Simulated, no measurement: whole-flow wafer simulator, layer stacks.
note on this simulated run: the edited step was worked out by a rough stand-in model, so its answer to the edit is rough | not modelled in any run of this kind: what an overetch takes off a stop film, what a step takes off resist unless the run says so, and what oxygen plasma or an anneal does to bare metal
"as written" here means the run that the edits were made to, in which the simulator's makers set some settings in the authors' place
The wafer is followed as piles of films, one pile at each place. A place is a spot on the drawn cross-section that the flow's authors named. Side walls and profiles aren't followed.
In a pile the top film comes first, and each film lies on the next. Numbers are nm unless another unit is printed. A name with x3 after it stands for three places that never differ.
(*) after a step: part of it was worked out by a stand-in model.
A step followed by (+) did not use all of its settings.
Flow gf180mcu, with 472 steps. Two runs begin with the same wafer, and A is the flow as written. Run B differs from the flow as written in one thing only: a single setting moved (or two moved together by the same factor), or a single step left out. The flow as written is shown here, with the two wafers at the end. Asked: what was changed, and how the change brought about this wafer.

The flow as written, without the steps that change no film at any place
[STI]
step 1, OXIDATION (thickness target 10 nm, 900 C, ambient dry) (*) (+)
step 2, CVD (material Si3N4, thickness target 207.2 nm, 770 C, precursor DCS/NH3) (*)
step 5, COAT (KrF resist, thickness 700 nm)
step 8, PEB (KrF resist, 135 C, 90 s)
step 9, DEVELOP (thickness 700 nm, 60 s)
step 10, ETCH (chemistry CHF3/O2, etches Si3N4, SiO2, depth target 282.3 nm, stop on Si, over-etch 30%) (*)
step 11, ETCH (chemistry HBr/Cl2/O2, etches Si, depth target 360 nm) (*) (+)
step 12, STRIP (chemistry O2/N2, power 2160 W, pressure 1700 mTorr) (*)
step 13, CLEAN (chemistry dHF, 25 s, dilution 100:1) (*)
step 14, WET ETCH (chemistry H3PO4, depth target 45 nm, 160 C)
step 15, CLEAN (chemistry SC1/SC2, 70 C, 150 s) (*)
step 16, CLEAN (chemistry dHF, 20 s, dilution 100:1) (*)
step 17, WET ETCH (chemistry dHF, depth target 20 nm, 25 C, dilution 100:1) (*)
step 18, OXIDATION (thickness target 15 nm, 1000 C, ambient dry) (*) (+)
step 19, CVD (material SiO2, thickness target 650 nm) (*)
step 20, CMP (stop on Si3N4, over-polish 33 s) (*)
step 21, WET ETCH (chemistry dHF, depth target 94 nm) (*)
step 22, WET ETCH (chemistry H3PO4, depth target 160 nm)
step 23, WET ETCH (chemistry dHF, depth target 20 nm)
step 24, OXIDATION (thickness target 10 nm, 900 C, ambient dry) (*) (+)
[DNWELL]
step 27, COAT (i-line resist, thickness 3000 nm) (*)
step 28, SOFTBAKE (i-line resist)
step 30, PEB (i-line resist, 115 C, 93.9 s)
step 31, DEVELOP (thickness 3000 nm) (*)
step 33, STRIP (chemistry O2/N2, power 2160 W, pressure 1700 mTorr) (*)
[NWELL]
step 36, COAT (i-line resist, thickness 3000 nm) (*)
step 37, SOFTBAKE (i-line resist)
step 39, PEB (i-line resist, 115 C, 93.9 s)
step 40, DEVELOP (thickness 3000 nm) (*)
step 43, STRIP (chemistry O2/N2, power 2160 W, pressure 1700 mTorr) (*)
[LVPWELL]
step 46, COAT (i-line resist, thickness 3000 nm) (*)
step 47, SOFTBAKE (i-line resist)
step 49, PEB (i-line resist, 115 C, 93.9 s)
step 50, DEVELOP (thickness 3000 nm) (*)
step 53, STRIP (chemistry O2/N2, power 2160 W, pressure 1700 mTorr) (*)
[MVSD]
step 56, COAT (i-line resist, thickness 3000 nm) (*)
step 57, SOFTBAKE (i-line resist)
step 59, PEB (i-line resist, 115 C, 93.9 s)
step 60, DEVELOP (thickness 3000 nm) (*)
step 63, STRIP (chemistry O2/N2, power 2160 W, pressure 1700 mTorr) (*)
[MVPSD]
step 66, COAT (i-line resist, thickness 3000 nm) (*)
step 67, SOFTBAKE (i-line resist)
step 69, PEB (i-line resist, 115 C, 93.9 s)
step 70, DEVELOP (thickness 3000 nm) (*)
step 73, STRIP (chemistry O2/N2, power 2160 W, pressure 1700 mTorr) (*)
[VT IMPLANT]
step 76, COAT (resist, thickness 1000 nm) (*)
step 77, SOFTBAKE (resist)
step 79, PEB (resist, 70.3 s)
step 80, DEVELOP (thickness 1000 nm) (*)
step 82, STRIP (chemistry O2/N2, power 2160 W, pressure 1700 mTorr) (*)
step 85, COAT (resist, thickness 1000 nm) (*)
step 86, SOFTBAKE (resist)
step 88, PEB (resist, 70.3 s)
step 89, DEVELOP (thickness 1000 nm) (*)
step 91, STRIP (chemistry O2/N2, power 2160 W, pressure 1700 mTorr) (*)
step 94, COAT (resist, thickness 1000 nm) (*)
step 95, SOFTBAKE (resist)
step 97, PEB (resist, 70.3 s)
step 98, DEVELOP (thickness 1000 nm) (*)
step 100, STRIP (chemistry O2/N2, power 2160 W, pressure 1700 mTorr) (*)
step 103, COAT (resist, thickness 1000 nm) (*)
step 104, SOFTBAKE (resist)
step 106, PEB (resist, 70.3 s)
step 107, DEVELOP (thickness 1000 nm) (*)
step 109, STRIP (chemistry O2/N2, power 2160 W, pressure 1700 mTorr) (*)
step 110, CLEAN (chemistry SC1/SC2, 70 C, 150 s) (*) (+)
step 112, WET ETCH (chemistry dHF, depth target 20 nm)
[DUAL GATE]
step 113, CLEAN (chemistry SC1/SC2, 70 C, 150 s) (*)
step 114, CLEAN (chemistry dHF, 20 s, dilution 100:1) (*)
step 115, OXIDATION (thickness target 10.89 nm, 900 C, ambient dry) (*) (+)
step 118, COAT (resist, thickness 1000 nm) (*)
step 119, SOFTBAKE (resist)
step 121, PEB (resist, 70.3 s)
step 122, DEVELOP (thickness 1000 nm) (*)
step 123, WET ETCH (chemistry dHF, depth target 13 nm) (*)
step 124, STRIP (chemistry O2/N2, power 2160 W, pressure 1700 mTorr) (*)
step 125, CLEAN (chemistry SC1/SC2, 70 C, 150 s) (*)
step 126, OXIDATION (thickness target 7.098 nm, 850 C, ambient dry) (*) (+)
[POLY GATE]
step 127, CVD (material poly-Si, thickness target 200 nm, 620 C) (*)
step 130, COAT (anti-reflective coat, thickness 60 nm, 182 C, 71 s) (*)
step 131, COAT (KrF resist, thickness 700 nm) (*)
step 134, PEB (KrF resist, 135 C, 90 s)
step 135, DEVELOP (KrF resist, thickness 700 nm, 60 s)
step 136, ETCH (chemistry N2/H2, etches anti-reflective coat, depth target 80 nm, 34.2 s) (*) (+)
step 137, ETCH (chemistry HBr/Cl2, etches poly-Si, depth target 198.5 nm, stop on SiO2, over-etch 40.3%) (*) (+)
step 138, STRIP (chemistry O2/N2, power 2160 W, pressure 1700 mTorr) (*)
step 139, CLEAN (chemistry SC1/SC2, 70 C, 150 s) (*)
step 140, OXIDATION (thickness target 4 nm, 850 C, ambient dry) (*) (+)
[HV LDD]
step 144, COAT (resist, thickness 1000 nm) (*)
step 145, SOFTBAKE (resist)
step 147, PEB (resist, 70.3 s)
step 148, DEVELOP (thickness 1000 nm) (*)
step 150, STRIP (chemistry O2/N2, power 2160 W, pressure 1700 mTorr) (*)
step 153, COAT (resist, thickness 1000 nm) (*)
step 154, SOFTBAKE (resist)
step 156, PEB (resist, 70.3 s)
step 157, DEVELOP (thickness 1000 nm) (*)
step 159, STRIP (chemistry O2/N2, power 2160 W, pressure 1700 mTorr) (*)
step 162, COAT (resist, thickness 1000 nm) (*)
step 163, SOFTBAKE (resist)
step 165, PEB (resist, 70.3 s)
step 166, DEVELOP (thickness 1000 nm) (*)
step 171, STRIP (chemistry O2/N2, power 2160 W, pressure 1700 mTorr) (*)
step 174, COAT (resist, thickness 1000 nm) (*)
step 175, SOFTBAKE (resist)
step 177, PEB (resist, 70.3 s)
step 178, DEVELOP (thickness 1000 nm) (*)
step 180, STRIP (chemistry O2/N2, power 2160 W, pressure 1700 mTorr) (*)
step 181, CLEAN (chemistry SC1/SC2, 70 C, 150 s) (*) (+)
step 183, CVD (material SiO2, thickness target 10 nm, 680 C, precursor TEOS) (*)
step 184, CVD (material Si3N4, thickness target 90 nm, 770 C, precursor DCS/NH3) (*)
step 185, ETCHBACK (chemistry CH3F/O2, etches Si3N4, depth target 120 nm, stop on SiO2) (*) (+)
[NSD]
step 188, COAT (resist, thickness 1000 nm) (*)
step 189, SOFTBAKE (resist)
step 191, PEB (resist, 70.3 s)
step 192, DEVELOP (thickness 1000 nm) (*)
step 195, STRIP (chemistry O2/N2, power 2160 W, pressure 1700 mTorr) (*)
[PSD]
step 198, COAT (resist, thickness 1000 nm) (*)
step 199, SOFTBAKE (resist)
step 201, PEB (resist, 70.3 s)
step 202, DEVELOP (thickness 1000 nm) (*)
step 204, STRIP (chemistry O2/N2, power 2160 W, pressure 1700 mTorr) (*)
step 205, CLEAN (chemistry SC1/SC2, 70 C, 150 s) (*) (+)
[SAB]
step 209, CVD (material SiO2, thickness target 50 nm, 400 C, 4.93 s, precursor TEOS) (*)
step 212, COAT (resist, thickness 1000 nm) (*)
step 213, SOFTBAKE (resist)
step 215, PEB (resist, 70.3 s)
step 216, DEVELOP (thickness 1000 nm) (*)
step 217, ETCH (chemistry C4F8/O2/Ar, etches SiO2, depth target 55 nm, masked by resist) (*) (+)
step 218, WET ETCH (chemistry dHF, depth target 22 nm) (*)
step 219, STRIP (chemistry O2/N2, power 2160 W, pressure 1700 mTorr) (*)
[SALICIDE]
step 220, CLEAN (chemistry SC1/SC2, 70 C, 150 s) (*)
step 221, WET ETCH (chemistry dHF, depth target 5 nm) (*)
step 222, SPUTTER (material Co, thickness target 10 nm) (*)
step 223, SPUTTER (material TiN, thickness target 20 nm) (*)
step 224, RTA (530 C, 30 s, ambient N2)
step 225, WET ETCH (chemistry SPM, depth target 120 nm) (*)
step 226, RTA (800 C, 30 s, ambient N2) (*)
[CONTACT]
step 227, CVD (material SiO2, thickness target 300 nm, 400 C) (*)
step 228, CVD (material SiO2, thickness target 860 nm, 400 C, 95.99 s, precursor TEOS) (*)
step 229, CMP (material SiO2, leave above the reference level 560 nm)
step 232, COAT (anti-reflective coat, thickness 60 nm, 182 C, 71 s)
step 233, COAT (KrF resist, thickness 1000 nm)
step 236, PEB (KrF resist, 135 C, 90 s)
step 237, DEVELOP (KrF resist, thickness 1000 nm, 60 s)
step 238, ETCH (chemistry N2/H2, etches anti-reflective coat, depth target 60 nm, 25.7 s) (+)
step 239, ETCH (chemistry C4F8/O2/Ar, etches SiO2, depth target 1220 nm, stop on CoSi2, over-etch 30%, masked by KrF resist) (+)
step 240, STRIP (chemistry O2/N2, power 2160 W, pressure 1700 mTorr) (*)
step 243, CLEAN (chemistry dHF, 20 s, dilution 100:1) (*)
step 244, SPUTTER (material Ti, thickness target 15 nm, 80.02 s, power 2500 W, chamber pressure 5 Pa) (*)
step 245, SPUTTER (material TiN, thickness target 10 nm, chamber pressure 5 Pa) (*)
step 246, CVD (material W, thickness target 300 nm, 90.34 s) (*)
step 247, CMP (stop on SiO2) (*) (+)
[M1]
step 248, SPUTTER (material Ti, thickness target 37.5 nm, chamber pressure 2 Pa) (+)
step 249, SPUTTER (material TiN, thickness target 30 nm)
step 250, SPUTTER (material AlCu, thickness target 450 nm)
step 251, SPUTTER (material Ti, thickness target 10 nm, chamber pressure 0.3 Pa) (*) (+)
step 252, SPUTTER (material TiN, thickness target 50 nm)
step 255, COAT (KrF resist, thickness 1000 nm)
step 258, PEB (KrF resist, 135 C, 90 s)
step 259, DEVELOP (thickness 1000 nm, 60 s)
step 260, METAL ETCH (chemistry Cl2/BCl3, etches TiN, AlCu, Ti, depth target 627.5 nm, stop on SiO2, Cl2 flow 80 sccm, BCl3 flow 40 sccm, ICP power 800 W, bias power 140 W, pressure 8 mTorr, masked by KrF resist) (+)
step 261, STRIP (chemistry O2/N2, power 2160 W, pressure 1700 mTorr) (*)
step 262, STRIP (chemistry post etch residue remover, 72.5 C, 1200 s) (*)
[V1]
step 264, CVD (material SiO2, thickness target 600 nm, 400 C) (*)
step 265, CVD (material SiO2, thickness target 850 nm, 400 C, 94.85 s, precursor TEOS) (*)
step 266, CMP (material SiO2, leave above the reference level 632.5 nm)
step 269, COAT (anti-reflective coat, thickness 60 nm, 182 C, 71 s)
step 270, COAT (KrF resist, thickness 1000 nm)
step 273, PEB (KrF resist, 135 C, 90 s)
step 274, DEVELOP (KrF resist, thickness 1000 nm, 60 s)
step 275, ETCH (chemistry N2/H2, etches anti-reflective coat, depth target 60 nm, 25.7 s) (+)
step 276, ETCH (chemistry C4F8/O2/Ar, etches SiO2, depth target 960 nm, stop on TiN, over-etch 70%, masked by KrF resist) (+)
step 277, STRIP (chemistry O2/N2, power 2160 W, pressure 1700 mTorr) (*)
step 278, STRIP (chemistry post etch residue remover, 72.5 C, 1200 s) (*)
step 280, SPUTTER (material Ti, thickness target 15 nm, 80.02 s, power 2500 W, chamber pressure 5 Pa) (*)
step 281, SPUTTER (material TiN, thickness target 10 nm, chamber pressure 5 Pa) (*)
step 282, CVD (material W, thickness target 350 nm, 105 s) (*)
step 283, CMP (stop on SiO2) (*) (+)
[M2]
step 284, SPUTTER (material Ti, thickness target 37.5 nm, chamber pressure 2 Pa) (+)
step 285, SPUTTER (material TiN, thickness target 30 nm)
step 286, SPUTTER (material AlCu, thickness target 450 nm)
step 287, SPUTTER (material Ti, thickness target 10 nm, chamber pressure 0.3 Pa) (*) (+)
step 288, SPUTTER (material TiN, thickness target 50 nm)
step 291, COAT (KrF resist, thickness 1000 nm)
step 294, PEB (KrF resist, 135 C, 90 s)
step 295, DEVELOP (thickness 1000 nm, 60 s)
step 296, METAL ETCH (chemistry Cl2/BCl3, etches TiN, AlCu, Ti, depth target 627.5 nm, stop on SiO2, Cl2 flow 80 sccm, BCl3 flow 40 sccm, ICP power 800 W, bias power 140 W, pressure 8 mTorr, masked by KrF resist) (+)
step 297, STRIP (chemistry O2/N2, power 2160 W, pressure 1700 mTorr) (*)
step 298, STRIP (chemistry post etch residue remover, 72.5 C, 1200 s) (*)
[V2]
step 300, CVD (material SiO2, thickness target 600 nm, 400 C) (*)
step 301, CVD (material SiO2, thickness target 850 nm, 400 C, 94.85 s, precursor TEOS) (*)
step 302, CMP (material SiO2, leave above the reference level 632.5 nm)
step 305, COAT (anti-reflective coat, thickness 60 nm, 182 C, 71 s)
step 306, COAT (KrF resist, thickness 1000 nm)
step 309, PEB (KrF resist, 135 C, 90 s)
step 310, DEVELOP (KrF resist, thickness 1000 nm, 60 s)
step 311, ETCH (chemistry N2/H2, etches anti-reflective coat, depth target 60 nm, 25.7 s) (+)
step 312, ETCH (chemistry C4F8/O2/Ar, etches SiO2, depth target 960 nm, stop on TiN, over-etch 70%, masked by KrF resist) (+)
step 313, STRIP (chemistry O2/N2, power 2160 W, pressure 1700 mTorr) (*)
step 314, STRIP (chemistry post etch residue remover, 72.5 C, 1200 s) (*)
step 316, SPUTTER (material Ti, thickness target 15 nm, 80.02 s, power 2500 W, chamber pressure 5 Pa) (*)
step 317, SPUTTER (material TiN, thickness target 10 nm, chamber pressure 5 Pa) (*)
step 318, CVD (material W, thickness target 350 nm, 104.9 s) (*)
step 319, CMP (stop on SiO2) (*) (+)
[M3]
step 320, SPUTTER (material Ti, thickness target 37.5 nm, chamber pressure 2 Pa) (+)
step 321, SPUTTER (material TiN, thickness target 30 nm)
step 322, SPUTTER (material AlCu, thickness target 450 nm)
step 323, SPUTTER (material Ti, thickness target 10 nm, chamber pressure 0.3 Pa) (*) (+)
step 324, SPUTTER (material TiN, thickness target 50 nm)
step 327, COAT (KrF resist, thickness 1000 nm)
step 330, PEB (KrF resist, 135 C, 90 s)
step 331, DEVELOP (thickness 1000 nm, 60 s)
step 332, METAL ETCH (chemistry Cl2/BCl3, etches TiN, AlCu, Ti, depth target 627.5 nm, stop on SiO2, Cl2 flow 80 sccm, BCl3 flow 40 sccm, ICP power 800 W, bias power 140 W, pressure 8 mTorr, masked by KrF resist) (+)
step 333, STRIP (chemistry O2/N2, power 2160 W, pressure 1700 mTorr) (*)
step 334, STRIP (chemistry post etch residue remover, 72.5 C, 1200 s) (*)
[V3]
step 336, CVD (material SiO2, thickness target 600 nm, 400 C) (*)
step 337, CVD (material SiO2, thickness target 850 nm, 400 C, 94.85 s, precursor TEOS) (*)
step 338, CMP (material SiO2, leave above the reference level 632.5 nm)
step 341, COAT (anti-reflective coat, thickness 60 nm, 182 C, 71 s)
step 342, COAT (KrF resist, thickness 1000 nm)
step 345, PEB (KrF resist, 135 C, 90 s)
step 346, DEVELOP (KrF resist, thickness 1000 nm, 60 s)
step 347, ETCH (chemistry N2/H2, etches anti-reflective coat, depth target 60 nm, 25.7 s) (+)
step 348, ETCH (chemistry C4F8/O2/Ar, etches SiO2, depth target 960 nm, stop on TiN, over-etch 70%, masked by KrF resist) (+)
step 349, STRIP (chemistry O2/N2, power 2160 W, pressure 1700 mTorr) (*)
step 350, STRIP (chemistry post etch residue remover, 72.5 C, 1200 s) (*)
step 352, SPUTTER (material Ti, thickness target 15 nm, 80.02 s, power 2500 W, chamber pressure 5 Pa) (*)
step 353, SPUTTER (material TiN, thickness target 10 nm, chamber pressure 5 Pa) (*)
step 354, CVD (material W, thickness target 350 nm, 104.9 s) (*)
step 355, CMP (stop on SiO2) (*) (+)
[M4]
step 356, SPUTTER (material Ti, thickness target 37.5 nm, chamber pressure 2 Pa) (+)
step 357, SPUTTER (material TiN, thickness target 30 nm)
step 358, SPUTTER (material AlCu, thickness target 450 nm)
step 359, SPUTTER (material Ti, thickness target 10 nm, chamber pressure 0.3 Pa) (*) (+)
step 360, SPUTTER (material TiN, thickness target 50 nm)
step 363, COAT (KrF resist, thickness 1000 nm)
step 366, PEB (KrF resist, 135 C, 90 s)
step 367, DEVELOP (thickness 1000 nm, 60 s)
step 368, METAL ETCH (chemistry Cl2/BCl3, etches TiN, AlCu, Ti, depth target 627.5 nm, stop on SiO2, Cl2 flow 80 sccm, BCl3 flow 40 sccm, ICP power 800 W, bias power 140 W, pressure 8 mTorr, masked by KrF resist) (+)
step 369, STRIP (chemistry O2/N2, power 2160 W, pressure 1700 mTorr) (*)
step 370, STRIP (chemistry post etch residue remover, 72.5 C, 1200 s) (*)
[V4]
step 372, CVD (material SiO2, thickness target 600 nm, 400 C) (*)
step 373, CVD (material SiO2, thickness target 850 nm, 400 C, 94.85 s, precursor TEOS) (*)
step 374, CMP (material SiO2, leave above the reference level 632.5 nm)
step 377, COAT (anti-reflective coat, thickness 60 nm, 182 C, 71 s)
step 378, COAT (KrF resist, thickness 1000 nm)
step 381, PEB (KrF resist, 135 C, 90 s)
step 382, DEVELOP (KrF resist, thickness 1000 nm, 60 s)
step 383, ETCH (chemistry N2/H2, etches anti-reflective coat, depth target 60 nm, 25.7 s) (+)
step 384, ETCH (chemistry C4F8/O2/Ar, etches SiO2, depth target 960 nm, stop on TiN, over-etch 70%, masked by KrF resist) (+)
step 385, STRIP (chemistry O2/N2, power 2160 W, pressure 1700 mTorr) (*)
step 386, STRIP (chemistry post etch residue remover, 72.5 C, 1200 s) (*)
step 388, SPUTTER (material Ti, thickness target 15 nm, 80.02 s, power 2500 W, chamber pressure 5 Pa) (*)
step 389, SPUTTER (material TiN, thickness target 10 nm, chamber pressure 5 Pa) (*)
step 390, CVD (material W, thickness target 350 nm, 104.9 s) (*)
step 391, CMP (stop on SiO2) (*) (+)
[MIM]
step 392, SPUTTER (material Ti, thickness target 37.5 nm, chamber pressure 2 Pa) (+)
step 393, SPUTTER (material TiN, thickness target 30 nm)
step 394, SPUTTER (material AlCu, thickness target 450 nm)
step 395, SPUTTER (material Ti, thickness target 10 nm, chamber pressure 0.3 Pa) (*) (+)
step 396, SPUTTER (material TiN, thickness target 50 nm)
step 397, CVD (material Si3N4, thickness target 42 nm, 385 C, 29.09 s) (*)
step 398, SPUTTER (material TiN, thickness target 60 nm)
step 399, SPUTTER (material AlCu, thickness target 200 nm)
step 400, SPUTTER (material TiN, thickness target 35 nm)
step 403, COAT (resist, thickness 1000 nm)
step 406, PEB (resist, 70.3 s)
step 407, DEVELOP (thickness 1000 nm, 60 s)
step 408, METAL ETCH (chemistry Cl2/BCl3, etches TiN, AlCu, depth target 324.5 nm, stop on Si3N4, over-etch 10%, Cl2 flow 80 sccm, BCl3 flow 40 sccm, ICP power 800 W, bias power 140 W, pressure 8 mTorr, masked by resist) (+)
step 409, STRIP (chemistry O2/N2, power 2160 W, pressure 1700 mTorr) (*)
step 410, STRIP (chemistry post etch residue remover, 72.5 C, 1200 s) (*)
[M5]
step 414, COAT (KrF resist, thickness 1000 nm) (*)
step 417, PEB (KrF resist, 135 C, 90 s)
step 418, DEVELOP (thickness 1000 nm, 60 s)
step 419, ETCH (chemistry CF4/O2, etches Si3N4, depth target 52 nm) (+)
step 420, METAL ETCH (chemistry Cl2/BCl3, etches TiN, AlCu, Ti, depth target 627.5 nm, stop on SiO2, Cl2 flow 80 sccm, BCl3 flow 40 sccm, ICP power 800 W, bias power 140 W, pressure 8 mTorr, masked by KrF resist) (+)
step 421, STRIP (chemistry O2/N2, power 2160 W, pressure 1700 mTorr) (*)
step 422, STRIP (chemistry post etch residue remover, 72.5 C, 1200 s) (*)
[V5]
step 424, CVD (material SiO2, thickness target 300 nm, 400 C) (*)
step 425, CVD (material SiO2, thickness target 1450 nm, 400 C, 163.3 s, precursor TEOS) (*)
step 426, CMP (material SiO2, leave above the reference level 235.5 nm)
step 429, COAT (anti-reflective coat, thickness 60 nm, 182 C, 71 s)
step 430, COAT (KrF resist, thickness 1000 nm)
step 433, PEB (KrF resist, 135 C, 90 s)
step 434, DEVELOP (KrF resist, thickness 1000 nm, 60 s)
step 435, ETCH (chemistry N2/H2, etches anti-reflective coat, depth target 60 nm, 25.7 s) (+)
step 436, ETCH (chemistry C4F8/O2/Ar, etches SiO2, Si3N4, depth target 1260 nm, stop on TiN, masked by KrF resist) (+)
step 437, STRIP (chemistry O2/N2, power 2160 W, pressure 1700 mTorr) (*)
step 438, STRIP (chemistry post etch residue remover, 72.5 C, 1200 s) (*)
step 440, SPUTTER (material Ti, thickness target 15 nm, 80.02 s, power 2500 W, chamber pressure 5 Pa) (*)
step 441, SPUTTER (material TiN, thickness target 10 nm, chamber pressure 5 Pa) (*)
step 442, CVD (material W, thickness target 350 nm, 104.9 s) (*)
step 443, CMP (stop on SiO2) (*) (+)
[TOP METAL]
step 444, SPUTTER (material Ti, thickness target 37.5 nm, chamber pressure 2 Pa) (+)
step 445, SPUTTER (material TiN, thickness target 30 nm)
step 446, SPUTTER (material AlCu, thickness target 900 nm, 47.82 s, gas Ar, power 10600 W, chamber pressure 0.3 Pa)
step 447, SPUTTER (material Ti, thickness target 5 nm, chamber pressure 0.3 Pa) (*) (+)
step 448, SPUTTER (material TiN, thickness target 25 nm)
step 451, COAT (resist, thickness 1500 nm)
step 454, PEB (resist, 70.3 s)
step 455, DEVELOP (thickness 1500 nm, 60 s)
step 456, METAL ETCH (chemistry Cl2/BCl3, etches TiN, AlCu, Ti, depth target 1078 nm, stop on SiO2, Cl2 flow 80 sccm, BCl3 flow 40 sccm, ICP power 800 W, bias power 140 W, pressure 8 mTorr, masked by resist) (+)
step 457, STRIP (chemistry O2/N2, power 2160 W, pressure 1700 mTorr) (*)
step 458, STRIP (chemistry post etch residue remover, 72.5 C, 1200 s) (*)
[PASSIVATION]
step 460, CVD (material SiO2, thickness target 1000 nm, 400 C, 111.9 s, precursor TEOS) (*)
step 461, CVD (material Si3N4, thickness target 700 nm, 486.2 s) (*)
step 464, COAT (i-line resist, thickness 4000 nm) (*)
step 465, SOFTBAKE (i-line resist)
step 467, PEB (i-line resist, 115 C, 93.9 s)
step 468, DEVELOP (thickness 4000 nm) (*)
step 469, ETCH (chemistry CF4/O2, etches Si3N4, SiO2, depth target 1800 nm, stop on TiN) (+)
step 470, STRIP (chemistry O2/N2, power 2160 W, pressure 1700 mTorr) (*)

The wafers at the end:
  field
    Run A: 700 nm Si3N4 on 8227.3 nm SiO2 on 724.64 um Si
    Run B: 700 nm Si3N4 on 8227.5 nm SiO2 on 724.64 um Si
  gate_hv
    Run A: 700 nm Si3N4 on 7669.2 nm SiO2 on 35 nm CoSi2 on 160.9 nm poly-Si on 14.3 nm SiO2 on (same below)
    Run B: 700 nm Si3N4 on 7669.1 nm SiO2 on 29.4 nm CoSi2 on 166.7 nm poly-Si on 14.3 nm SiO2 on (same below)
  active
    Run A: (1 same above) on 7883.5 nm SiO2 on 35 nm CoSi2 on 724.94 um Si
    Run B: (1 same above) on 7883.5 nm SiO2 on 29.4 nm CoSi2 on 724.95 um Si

Cause: step 222, SPUTTER: thickness target 8.4 nm was run, though the flow has thickness target 10 nm.

Step by step, how the change led to this:
  step 222, SPUTTER (material Co, thickness target 10 nm) (*)
      field, field__w7, field__w8 and 71 more: A Co gains 10 (new film) | B Co gains 8.4 (new film)
      field__w2, mim: A Co gains 8.65 (new film) | B Co gains 7.27 (new film)
      (and at 35 other places as well)
  step 224, RTA (530 C, 30 s, ambient N2)
      gate, gate_hv, gate_p and 22 more: A under 1 film: CoSi gains 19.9 (new film), Co loses 10 (all of it), poly-Si loses 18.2 | B under 1 film: CoSi gains 16.7 (new film), Co loses 8.4 (all of it), poly-Si loses 15.3
      active, p_well, sd_n and 11 more: A under 1 film: CoSi gains 19.9 (new film), Co loses 10 (all of it), Si loses 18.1 | B under 1 film: CoSi gains 16.7 (new film), Co loses 8.4 (all of it), Si loses 15.2
      (and at 10 other places as well)
  step 225, WET ETCH (chemistry SPM, depth target 120 nm) (*)
      field, field__w7, field__w8 and 32 more: A TiN loses 20 (all of it), Co loses 10 (all of it) | B TiN loses 20 (all of it), Co loses 8.4 (all of it)
      field__w1: A TiN loses 19 (all of it), Co loses 9.54 (all of it) | B TiN loses 19 (all of it), Co loses 8.02 (all of it)
      (and at 26 other places as well)
  step 226, RTA (800 C, 30 s, ambient N2) (*)
      gate, gate_hv, gate_p and 22 more: A CoSi2 gains 35 (new film), CoSi loses 19.9 (all of it), poly-Si loses 18.2 | B CoSi2 gains 29.4 (new film), CoSi loses 16.7 (all of it), poly-Si loses 15.3
      active, p_well, sd_n and 11 more: A CoSi2 gains 35 (new film), CoSi loses 19.9 (all of it), Si loses 18.1 | B CoSi2 gains 29.4 (new film), CoSi loses 16.7 (all of it), Si loses 15.2
      (and at 10 other places as well)
